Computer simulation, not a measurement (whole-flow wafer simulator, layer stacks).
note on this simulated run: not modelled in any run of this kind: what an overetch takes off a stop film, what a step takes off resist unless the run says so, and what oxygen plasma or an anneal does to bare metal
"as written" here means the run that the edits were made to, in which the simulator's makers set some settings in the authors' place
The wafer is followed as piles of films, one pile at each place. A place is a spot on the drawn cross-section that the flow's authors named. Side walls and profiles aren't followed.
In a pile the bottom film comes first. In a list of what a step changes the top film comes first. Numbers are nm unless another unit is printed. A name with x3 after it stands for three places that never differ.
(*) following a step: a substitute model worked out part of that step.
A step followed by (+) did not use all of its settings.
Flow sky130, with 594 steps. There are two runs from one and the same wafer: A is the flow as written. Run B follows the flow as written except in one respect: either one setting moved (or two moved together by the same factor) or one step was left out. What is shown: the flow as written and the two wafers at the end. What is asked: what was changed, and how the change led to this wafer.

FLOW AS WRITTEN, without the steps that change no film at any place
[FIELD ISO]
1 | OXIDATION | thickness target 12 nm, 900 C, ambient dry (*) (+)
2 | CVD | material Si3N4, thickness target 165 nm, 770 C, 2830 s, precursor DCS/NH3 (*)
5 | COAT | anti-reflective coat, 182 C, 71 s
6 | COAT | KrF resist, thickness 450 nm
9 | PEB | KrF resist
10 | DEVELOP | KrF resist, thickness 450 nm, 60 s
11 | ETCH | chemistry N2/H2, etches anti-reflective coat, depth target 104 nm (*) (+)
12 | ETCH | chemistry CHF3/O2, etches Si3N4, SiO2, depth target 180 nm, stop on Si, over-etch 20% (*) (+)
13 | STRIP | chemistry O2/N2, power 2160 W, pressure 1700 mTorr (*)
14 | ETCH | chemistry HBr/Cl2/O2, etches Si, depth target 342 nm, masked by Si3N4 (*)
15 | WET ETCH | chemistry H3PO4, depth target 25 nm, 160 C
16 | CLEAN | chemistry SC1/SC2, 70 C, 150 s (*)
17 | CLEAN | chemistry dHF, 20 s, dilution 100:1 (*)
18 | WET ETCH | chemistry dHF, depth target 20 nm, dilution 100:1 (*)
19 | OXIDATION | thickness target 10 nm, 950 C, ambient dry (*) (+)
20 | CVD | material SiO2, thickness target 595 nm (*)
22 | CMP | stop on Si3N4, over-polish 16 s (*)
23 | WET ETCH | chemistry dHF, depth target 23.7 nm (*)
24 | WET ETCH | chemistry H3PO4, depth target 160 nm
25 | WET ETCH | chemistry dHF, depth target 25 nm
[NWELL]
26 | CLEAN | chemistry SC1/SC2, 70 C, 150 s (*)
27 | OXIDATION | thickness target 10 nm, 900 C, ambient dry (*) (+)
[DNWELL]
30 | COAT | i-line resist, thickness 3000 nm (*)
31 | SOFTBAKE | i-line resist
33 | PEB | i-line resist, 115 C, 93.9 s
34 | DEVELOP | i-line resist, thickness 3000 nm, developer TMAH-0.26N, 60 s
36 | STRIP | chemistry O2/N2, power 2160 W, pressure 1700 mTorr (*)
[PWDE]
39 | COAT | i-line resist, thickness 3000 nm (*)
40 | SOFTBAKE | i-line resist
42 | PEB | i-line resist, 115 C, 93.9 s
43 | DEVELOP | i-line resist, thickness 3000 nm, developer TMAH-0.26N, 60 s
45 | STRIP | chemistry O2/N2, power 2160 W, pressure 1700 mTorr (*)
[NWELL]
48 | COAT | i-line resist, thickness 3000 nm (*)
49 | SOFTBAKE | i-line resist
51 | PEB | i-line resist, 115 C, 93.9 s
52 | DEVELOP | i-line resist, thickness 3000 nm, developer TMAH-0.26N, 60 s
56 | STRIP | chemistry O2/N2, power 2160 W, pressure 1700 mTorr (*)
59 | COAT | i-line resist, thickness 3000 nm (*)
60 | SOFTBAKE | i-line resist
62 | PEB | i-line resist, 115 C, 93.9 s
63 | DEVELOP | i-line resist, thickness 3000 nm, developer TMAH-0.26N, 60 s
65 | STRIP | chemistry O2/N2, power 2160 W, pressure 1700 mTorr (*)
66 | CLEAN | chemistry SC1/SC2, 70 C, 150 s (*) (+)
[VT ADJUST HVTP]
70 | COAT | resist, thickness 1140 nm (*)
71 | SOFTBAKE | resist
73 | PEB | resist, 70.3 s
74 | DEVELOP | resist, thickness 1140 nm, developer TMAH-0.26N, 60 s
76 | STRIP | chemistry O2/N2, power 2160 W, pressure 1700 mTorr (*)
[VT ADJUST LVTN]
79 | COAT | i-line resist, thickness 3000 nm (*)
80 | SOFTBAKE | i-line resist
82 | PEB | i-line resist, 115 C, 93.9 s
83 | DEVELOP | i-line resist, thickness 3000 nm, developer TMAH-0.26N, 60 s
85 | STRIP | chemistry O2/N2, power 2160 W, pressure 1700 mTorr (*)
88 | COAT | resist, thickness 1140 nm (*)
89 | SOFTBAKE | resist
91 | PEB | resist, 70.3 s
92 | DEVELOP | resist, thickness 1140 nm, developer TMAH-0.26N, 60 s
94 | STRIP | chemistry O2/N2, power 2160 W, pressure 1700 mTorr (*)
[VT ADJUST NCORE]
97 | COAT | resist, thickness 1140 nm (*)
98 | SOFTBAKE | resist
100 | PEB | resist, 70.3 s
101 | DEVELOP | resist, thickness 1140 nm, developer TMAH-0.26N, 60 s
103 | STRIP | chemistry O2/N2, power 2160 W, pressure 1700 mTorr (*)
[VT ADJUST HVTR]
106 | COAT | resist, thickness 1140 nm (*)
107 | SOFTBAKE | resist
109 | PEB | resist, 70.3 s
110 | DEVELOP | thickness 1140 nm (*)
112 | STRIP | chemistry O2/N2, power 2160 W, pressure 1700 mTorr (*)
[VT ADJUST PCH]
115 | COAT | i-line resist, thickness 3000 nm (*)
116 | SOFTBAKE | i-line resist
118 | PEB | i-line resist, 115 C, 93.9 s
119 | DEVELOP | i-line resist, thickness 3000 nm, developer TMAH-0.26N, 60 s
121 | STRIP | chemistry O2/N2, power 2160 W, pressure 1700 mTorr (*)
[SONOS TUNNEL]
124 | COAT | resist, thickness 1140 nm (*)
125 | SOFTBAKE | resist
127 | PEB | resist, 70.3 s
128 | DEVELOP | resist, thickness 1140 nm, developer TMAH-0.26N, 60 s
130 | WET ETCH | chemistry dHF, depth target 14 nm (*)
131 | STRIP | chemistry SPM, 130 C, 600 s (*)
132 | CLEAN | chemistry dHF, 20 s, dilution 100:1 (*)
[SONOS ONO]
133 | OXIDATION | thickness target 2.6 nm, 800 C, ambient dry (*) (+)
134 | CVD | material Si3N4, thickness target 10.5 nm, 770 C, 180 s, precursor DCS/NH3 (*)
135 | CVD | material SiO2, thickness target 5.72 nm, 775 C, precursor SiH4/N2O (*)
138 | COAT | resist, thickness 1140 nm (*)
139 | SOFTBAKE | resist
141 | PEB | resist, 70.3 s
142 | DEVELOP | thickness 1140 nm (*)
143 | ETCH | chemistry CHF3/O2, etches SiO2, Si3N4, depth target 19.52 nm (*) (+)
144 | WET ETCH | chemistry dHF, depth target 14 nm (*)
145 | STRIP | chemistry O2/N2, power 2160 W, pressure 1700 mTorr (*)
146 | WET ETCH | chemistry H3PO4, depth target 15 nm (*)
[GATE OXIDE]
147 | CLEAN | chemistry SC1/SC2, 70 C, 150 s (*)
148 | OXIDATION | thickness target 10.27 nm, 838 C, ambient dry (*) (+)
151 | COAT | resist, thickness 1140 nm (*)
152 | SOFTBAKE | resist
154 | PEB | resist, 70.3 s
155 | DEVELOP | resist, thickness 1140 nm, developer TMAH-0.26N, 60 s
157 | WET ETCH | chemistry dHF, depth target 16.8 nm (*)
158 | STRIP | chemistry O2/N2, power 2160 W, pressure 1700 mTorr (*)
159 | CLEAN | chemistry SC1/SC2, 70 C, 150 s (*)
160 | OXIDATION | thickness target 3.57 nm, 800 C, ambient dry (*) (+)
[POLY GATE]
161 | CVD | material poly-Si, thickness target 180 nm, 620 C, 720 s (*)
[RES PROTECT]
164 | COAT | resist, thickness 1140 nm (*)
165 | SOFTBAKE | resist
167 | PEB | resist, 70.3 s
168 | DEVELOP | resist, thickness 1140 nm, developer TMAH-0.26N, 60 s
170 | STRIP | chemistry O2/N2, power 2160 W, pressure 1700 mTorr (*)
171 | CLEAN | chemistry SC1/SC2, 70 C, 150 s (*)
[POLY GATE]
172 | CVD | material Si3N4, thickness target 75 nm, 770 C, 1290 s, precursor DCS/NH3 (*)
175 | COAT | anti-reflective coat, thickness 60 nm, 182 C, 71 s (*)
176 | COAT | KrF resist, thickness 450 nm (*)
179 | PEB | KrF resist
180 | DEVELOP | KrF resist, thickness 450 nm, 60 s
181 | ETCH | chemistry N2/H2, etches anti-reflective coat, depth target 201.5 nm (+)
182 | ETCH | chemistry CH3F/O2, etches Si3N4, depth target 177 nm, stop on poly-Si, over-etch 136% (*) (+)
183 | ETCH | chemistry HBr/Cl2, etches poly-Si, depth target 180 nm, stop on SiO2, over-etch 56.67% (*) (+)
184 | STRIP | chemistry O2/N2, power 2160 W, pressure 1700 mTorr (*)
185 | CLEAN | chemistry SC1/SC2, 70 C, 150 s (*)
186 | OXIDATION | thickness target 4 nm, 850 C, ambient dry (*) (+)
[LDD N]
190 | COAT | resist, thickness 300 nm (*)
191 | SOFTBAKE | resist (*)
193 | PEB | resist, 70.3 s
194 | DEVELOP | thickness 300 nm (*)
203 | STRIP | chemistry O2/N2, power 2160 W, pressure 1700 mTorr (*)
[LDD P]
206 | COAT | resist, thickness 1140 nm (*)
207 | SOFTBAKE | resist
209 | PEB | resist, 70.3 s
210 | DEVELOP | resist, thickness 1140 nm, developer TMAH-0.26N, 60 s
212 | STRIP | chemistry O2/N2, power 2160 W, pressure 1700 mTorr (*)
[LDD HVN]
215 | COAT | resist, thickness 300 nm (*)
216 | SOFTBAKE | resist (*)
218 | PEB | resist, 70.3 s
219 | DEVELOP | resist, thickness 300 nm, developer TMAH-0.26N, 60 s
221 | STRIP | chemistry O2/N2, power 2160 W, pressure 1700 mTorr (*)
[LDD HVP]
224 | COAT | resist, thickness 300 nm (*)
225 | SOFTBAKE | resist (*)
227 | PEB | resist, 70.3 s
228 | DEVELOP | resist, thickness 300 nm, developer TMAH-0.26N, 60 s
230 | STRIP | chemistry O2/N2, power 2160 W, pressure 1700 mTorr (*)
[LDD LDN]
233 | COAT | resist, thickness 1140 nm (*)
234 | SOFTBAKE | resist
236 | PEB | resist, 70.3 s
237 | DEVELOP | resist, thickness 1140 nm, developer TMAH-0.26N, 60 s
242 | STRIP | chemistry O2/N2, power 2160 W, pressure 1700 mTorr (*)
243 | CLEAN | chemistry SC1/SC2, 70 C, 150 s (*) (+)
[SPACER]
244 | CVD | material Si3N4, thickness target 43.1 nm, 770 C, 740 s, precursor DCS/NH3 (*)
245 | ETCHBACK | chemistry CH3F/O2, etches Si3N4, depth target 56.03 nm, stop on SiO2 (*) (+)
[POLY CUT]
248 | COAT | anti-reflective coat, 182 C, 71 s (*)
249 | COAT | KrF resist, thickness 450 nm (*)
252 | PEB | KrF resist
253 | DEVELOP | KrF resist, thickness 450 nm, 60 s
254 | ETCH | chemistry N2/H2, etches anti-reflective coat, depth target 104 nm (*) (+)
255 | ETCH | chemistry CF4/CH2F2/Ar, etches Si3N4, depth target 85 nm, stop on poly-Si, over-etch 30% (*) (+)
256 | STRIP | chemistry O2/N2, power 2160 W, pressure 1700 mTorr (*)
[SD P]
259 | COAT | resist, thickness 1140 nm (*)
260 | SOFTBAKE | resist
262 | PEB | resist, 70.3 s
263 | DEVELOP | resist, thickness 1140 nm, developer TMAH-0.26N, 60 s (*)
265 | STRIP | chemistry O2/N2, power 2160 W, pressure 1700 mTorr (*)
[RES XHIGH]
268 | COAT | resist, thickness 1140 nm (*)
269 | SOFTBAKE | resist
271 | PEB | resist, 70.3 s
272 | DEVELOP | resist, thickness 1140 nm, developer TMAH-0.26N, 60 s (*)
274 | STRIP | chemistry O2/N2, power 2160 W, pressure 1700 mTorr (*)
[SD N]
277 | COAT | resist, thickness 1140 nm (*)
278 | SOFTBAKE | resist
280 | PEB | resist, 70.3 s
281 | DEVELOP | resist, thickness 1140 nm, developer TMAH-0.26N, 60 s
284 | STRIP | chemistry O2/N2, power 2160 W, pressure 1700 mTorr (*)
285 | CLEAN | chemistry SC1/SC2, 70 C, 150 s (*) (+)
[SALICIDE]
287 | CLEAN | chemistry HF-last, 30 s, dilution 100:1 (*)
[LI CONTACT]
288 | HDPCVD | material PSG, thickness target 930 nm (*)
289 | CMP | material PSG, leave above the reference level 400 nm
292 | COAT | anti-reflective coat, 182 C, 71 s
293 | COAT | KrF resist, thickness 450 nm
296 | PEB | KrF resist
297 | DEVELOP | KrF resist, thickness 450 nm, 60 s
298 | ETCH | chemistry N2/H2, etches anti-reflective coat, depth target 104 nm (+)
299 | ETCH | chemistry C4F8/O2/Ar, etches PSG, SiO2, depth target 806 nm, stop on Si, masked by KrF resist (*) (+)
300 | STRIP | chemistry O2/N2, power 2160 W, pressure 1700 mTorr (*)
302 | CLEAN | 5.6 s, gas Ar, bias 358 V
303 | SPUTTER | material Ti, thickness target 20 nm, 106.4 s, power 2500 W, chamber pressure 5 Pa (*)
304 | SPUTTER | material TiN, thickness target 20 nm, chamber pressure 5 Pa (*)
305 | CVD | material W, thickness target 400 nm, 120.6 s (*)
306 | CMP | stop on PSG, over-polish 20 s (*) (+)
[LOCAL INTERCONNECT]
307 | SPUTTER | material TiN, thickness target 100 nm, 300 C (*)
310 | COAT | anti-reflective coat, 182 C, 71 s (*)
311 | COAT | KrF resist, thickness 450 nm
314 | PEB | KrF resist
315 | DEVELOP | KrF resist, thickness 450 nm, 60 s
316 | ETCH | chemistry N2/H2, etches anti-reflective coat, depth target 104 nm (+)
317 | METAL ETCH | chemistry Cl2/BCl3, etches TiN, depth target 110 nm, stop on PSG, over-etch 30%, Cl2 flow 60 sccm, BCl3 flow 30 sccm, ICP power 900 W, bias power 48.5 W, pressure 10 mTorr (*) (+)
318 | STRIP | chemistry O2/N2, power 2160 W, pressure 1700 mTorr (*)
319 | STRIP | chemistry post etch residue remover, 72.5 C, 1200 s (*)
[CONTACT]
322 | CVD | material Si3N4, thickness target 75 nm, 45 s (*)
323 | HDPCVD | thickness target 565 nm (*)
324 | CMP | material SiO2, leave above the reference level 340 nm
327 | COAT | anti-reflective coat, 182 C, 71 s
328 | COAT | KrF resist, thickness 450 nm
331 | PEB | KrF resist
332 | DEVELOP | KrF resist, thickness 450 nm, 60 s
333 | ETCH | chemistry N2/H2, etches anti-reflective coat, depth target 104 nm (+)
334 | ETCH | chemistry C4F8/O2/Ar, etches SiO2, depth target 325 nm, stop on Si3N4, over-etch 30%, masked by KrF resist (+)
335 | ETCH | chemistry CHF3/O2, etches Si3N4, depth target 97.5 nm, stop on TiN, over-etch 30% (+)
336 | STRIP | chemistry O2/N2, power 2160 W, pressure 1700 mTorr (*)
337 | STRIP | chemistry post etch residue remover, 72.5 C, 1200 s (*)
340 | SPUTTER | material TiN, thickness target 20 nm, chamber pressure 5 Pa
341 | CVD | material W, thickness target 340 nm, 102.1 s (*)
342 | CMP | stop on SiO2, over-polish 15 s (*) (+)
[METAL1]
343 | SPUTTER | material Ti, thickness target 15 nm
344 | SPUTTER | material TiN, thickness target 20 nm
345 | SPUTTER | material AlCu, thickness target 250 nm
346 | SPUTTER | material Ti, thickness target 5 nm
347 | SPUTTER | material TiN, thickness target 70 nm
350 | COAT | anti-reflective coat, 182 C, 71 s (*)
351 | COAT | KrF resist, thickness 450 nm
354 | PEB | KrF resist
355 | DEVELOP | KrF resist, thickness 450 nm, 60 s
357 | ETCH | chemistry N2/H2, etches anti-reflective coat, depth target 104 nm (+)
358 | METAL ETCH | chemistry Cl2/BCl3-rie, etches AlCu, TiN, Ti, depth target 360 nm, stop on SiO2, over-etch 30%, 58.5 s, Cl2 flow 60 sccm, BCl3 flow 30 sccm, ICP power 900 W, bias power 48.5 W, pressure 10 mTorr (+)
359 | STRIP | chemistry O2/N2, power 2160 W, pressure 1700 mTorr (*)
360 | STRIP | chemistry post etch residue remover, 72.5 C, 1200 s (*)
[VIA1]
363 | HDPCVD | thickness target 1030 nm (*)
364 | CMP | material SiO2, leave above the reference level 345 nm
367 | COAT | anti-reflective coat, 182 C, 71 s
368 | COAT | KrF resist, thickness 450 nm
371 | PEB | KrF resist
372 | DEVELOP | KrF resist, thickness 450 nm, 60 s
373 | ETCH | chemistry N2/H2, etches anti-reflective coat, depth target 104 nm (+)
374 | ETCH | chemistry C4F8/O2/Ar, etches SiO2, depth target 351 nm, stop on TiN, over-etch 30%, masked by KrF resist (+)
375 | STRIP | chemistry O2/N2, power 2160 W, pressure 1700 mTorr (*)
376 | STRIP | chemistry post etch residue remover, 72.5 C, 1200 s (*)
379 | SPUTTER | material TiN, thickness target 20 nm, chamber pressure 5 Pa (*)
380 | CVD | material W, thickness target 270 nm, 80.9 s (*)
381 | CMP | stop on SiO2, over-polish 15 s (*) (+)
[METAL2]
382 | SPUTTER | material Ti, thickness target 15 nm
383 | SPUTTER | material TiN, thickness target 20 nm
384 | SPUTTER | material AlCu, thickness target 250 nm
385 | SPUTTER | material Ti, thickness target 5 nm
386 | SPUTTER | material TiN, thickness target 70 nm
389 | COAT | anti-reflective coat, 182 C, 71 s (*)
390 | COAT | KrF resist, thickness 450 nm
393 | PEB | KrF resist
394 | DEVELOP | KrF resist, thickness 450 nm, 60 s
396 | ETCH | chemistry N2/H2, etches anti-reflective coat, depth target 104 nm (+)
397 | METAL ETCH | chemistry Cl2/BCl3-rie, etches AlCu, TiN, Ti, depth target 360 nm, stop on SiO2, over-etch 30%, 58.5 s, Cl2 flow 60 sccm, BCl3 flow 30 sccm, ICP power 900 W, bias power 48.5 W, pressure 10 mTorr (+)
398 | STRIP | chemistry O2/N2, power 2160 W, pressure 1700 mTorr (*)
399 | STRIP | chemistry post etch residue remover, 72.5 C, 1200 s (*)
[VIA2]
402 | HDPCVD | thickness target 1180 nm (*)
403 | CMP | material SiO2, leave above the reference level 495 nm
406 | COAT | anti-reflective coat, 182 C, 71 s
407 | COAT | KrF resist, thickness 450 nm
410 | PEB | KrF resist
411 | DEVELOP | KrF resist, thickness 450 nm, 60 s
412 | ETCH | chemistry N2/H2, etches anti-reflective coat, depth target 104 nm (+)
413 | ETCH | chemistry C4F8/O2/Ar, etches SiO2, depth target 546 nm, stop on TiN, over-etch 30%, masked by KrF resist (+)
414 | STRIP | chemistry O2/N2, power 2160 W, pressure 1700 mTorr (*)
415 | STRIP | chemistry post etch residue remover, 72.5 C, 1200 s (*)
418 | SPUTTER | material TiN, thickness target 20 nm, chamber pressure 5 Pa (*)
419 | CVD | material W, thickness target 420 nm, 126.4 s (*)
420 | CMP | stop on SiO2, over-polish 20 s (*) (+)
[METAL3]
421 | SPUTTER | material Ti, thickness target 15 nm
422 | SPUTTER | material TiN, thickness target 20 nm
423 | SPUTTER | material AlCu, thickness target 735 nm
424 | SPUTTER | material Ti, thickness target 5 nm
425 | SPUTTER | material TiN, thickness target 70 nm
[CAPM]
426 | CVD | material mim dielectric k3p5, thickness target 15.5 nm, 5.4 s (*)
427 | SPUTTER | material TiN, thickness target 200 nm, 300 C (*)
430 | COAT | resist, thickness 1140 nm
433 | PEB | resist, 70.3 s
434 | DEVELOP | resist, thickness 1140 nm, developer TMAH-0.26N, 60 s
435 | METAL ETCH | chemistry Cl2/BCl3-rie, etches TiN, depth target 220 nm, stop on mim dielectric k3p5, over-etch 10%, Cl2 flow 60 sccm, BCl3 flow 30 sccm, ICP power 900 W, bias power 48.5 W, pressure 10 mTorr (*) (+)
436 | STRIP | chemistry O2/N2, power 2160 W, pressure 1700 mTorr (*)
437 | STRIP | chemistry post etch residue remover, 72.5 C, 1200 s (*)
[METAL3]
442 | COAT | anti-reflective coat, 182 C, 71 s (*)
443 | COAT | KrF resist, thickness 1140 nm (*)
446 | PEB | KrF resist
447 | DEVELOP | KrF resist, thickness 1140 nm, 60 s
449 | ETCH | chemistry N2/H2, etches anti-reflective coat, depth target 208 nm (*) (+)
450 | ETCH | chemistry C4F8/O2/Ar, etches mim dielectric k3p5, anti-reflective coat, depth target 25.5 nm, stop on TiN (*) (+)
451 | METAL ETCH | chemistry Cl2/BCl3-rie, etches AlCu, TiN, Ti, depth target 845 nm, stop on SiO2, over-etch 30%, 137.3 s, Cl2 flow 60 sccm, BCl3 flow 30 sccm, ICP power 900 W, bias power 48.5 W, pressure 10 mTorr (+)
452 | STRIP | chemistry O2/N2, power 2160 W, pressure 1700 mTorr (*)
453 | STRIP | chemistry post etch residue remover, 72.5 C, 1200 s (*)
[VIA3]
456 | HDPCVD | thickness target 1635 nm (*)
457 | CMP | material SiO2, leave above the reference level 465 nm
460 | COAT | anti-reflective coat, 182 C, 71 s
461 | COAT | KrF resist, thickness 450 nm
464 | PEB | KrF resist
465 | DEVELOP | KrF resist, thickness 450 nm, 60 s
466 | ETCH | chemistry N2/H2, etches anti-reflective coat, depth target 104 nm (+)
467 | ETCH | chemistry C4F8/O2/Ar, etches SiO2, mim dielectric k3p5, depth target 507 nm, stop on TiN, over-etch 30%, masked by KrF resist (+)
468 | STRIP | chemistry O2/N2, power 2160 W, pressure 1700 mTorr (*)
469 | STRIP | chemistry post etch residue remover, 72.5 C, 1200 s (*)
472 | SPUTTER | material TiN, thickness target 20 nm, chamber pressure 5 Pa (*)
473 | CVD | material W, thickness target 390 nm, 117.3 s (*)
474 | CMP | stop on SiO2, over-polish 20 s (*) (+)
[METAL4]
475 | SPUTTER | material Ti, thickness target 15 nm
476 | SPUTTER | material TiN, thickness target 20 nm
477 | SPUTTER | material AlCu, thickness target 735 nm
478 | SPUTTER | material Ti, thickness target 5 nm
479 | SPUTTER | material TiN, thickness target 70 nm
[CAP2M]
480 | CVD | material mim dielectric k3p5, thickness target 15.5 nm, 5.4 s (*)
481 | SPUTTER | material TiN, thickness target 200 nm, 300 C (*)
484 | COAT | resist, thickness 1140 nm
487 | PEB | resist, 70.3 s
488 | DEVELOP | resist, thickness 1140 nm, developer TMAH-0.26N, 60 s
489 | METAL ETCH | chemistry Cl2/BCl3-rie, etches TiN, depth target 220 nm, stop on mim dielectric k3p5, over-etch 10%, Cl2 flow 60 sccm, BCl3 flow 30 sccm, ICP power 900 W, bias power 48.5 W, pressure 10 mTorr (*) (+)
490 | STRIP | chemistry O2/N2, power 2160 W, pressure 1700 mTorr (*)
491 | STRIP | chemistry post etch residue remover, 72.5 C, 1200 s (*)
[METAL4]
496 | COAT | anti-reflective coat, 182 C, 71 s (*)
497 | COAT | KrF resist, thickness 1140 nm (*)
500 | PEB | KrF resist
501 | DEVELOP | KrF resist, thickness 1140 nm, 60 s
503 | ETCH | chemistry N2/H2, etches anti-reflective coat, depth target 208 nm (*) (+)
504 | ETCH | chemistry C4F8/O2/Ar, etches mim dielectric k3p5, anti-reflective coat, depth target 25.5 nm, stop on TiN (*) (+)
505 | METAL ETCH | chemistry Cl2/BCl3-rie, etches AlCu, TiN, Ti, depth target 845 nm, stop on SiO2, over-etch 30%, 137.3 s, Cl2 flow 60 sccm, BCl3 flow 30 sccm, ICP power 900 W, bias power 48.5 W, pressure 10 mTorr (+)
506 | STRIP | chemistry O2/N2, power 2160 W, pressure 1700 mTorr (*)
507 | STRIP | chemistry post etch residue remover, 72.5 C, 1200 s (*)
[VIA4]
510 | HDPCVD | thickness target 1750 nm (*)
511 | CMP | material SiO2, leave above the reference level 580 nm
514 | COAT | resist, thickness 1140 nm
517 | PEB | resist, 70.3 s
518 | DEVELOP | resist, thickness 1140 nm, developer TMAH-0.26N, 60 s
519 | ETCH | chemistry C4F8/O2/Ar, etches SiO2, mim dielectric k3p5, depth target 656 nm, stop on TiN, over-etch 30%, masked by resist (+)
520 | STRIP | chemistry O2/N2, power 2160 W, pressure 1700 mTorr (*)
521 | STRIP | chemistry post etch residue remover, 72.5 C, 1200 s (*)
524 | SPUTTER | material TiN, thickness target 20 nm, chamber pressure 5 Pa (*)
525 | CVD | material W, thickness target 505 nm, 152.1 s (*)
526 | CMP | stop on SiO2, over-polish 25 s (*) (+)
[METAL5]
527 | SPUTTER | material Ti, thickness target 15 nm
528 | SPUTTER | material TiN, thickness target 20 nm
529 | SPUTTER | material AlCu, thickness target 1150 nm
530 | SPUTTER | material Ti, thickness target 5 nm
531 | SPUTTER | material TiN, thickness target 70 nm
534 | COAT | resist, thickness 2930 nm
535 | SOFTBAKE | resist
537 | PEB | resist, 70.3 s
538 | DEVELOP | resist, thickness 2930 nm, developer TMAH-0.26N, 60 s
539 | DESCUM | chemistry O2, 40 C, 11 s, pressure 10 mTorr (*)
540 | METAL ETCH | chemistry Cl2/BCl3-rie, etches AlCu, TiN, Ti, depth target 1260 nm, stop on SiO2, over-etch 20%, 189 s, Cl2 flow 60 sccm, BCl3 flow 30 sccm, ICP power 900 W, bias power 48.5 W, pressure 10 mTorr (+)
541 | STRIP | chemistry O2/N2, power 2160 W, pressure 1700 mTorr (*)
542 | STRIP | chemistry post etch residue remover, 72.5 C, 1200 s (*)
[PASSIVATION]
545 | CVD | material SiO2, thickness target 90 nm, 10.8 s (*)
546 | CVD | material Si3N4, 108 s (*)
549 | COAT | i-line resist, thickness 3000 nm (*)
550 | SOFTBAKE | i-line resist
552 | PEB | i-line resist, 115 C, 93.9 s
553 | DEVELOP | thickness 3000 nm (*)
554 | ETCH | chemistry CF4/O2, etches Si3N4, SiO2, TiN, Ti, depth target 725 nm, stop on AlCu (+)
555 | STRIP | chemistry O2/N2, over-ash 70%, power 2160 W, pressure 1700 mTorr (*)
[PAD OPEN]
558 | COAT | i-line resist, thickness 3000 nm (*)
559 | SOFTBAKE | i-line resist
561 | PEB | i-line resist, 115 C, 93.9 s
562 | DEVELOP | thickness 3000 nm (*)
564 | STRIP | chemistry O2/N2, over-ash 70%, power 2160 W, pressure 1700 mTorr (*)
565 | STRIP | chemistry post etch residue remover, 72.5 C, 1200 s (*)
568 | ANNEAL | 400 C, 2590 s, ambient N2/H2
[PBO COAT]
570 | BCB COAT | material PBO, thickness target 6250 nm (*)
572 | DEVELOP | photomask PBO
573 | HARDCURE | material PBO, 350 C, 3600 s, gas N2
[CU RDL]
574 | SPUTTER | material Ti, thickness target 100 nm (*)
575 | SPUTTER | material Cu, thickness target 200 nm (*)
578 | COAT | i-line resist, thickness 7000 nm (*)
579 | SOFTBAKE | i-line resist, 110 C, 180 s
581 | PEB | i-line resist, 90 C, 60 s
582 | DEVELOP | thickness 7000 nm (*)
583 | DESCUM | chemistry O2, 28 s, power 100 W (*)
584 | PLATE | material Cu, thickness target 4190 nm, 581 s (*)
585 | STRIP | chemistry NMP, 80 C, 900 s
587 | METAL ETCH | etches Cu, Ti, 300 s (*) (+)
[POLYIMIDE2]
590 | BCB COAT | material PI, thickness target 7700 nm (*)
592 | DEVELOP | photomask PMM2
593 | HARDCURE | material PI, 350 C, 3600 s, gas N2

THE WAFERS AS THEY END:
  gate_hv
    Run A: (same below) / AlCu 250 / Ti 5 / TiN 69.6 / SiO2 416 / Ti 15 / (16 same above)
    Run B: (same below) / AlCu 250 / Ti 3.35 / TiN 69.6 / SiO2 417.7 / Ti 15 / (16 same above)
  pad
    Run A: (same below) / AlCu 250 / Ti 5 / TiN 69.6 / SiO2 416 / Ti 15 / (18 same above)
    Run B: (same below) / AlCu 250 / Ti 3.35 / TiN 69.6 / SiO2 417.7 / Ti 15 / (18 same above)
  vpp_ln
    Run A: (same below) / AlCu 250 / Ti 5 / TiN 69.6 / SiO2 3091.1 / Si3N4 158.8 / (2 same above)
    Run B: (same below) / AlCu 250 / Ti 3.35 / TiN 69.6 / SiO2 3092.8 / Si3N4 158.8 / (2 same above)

What caused this: step 385, SPUTTER: thickness target 3.35 nm was run, whereas the flow has thickness target 5 nm.
One can read it off the wafer: gate_hv has Ti 3.35, and step 385 as written asks for 5 nm.

The path from the change to this, step by step:
  385 | SPUTTER | material Ti, thickness target 5 nm
      field, active, n_well and 188 more: A Ti gains 5 (new film) | B Ti gains 3.35 (new film)
  397 | METAL ETCH | chemistry Cl2/BCl3-rie, etches AlCu, TiN, Ti, depth target 360 nm, stop on SiO2, over-etch 30%, 58.5 s, Cl2 flow 60 sccm, BCl3 flow 30 sccm, ICP power 900 W, bias power 48.5 W, pressure 10 mTorr (+)
      field, active, gate and 82 more: A TiN loses 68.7 (all of it), Ti loses 5 (all of it), AlCu loses 250 (all of it), TiN loses 20 (all of it), Ti loses 15 (all of it), SiO2 loses 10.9 | B TiN loses 68.7 (all of it), Ti loses 3.35 (all of it), AlCu loses 250 (all of it), TiN loses 20 (all of it), Ti loses 15 (all of it), SiO2 loses 11.1
